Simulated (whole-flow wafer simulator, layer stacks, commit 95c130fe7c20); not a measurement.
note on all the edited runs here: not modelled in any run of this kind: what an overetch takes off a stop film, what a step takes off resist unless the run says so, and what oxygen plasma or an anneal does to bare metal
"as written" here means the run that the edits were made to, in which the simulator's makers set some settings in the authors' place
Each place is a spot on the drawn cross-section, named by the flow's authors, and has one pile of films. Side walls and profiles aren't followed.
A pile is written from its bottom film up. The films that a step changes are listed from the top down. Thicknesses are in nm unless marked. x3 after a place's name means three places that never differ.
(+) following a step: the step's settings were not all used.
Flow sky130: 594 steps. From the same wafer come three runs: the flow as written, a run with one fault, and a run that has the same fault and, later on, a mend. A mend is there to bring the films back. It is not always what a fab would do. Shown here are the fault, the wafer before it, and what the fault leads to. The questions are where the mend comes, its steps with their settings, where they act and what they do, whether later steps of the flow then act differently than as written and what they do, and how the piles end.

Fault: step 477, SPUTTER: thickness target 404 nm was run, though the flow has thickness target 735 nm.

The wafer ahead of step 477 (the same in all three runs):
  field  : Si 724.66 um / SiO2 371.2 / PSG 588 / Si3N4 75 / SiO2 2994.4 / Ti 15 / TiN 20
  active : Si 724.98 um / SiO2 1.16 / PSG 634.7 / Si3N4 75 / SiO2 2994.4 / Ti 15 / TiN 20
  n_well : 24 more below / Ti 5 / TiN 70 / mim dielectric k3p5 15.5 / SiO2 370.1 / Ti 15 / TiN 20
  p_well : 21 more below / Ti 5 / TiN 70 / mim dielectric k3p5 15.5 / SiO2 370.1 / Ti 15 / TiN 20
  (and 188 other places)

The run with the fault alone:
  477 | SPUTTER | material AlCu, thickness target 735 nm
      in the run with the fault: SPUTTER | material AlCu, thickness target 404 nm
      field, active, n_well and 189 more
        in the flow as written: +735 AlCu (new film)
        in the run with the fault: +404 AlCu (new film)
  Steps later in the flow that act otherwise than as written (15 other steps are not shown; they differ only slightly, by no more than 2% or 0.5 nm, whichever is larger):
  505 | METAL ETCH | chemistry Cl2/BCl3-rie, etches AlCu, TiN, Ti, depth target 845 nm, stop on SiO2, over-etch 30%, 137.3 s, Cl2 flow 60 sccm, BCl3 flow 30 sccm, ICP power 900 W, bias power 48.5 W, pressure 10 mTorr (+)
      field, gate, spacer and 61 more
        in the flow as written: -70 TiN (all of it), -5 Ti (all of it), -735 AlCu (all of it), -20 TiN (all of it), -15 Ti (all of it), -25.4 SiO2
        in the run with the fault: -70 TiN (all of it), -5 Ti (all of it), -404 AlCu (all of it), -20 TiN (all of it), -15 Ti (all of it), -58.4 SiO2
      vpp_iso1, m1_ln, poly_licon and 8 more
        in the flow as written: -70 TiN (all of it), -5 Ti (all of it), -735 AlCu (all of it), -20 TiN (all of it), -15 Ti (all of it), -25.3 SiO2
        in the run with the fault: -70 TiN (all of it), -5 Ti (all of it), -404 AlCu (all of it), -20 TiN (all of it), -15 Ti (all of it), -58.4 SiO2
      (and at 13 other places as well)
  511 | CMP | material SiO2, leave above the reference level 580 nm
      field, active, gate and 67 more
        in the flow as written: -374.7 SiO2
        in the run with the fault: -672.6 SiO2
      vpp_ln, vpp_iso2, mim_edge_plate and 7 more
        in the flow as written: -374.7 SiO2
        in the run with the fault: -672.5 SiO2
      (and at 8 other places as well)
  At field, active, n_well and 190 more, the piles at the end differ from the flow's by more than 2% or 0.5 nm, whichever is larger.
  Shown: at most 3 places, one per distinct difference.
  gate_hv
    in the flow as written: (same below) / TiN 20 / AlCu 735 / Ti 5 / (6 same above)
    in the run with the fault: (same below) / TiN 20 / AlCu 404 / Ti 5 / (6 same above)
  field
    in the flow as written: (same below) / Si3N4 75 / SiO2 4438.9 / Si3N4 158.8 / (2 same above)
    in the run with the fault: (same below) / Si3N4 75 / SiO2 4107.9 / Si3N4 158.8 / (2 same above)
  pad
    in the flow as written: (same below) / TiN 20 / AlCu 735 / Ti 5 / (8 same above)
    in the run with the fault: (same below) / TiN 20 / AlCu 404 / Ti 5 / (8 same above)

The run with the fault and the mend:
  The mend follows step 477.
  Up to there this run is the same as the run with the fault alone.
  477a | SPUTTER | material AlCu, thickness target 331 nm (the flow's step 477, run once more with other settings)
      field, active, n_well and 189 more
        +331 AlCu
  Later steps of the flow that are run all act as written at every place that is followed.
  By the end, the piles equal the flow's at every place that both follow.
